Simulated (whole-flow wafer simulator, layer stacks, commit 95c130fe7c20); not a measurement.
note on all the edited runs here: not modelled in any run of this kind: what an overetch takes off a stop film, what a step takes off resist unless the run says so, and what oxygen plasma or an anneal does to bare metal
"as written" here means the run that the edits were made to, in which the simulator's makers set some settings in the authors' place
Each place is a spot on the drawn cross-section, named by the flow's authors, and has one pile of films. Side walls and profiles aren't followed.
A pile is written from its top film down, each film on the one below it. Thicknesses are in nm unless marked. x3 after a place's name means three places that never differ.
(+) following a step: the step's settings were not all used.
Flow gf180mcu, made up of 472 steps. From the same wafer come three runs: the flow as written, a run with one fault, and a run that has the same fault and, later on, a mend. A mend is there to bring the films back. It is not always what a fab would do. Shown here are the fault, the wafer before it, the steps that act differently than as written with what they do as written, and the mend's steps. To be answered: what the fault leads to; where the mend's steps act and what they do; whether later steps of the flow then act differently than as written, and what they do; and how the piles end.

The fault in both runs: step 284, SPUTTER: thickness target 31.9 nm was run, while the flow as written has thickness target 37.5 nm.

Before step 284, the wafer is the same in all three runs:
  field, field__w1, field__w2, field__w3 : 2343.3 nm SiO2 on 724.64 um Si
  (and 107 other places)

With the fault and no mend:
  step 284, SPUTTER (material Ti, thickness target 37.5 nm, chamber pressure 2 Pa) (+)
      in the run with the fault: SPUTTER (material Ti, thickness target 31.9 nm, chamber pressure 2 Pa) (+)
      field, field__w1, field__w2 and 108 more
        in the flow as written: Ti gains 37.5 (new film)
        in the run with the fault: Ti gains 31.9 (new film)
  Later steps of the flow acting differently than as written (1 other step is not shown; it differs only slightly, by no more than 2% or 0.5 nm, whichever is larger):
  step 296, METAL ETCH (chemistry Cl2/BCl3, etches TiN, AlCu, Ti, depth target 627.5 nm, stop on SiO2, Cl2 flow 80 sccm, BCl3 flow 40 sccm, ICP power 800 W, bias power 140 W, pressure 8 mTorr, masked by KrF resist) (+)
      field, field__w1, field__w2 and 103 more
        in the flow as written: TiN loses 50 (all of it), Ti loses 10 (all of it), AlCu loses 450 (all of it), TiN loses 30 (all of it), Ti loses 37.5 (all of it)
        in the run with the fault: TiN loses 50 (all of it), Ti loses 10 (all of it), AlCu loses 450 (all of it), TiN loses 30 (all of it), Ti loses 31.9 (all of it)
  At field__w8, contact, m1, m1__w1, m1_nw, the piles at the end differ from the flow's by more than 2% or 0.5 nm, whichever is larger.
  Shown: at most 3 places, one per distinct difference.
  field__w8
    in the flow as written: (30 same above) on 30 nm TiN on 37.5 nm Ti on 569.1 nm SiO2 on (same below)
    in the run with the fault: (30 same above) on 30 nm TiN on 31.9 nm Ti on 569.1 nm SiO2 on (same below)
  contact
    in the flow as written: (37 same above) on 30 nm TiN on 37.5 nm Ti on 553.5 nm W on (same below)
    in the run with the fault: (37 same above) on 30 nm TiN on 31.9 nm Ti on 553.5 nm W on (same below)

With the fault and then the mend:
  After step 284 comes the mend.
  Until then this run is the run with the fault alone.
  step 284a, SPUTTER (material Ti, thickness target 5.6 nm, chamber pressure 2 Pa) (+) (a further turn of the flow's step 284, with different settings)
      field, field__w1, field__w2 and 108 more
        Ti gains 5.6
  None of the later steps of the flow acts differently than as written at any place that is followed.
  The piles end the same as the flow's at every place that both follow.
